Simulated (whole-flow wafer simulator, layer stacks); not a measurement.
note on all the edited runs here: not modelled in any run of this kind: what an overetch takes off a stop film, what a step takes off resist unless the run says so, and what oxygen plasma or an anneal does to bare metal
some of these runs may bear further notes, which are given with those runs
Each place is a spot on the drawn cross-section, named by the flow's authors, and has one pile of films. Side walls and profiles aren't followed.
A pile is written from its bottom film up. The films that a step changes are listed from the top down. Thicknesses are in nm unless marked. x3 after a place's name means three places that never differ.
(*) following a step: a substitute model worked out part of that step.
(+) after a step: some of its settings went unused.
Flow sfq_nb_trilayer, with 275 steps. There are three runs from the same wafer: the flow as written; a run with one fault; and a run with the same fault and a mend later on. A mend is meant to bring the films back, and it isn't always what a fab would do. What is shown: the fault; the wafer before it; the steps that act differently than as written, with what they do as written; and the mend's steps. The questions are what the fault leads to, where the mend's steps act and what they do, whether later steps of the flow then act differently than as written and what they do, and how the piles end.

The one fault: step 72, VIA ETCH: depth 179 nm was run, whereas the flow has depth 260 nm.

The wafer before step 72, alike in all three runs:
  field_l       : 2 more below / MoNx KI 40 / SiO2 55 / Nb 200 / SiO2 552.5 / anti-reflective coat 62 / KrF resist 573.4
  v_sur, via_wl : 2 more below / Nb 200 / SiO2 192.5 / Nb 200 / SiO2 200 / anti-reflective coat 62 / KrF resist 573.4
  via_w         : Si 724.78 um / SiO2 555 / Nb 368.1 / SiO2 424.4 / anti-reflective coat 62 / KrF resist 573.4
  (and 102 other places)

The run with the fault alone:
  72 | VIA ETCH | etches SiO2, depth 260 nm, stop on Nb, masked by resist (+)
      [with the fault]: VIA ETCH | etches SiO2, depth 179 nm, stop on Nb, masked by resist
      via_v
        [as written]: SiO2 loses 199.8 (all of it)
        [with the fault]: SiO2 loses 179
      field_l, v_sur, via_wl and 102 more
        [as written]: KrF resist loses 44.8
        [with the fault]: KrF resist loses 30.9
  Steps further on in the flow that do not act as written (3 more steps, not shown, differ only slightly: by at most 2% or 0.5 nm, whichever is larger):
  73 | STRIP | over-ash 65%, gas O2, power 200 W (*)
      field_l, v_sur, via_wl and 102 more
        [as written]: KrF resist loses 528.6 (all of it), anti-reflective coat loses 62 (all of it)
        [with the fault]: KrF resist loses 542.6 (all of it), anti-reflective coat loses 62 (all of it)
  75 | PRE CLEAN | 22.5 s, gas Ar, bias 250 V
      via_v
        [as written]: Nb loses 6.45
        [with the fault]: SiO2 loses 7.5
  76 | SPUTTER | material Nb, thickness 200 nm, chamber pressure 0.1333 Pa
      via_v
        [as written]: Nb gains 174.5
        [with the fault]: Nb gains 178.6 (new film)
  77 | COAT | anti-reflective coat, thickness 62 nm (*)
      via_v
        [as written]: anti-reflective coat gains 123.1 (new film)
        [with the fault]: anti-reflective coat gains 118.8 (new film)
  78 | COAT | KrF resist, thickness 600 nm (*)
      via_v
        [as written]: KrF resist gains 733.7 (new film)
        [with the fault]: KrF resist gains 717.4 (new film)
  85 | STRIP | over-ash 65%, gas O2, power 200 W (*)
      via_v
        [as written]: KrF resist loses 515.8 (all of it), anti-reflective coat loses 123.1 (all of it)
        [with the fault]: KrF resist loses 499.5 (all of it), anti-reflective coat loses 118.8 (all of it)
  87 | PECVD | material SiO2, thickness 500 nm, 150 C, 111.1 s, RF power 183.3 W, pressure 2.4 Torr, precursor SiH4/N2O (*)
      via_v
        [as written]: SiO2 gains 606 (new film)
        [with the fault]: SiO2 gains 582.2 (new film)
  By the end, the piles at via_v depart from the flow's by more than 2% or 0.5 nm, whichever is larger.
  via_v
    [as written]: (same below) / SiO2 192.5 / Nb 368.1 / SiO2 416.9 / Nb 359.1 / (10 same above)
    [with the fault]: (same below) / SiO2 192.5 / Nb 200 / SiO2 13.3 / Nb 178.6 / SiO2 393.1 / Nb 359.1 / (10 same above)

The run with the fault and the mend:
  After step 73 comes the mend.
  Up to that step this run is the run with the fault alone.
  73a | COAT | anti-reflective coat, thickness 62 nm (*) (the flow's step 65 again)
      p4_fl x3, p4_w1 x9, p4_g1 x2 and 63 more
        anti-reflective coat gains 62 (new film)
      res, r_end, moat and 8 more
        anti-reflective coat gains 61.8 (new film)
      ce_l, c5j, ce_r
        anti-reflective coat gains 61.6 (new film)
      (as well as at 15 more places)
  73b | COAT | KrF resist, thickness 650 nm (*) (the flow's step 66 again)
      p4_fl x3, p4_w1 x9, p4_g1 x2 and 63 more
        KrF resist gains 650 (new film)
      field_r, lsp_l, ln_m5, lsp_m, ln_m6, lsp_r, l0_sur, l0v
        KrF resist gains 649.6 (new film)
      res, r_end, moat
        KrF resist gains 649.5 (new film)
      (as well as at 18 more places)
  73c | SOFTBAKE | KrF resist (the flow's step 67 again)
      leaves every film unchanged at each place that is followed
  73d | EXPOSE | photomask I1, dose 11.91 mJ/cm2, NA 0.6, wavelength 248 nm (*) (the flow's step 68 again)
      leaves every film unchanged at each place that is followed
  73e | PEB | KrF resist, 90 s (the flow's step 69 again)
      c5j, ce_r, sp_r and 90 more
        KrF resist loses 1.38
      field_l, v_sur, via_wl and 7 more
        KrF resist loses 1.37
      via_wr, be
        KrF resist loses 1.36
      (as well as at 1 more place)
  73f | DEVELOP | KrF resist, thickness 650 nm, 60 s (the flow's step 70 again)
      field_l, v_sur, via_wl and 102 more
        KrF resist loses 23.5
      via_v
        KrF resist loses 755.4 (all of it)
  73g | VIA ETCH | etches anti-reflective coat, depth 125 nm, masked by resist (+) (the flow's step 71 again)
      field_l, v_sur, via_wl and 102 more
        KrF resist loses 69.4
      via_v
        anti-reflective coat loses 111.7 (all of it)
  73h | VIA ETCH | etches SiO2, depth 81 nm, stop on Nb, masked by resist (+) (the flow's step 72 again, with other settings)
      field_l, v_sur, via_wl and 102 more
        KrF resist loses 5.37
      via_v
        SiO2 loses 20.8 (all of it)
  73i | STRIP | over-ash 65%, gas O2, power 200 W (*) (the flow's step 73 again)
      p4_fl x3, p4_w1 x9, p4_g1 x2 and 63 more
        KrF resist loses 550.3 (all of it), anti-reflective coat loses 62 (all of it)
      field_r, lsp_l, ln_m5, lsp_m, ln_m6, lsp_r, l0_sur, l0v
        KrF resist loses 549.9 (all of it), anti-reflective coat loses 61.8 (all of it)
      r_end, moat
        KrF resist loses 549.8 (all of it), anti-reflective coat loses 61.8 (all of it)
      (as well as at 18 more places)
  Later steps of the flow that are run all act as written at every place that is followed, up to a difference of at most 2% or 0.5 nm, whichever is larger.
  At the end the piles are close to the flow's at the places that both follow, differing by at most 2% or 0.5 nm, whichever is larger.
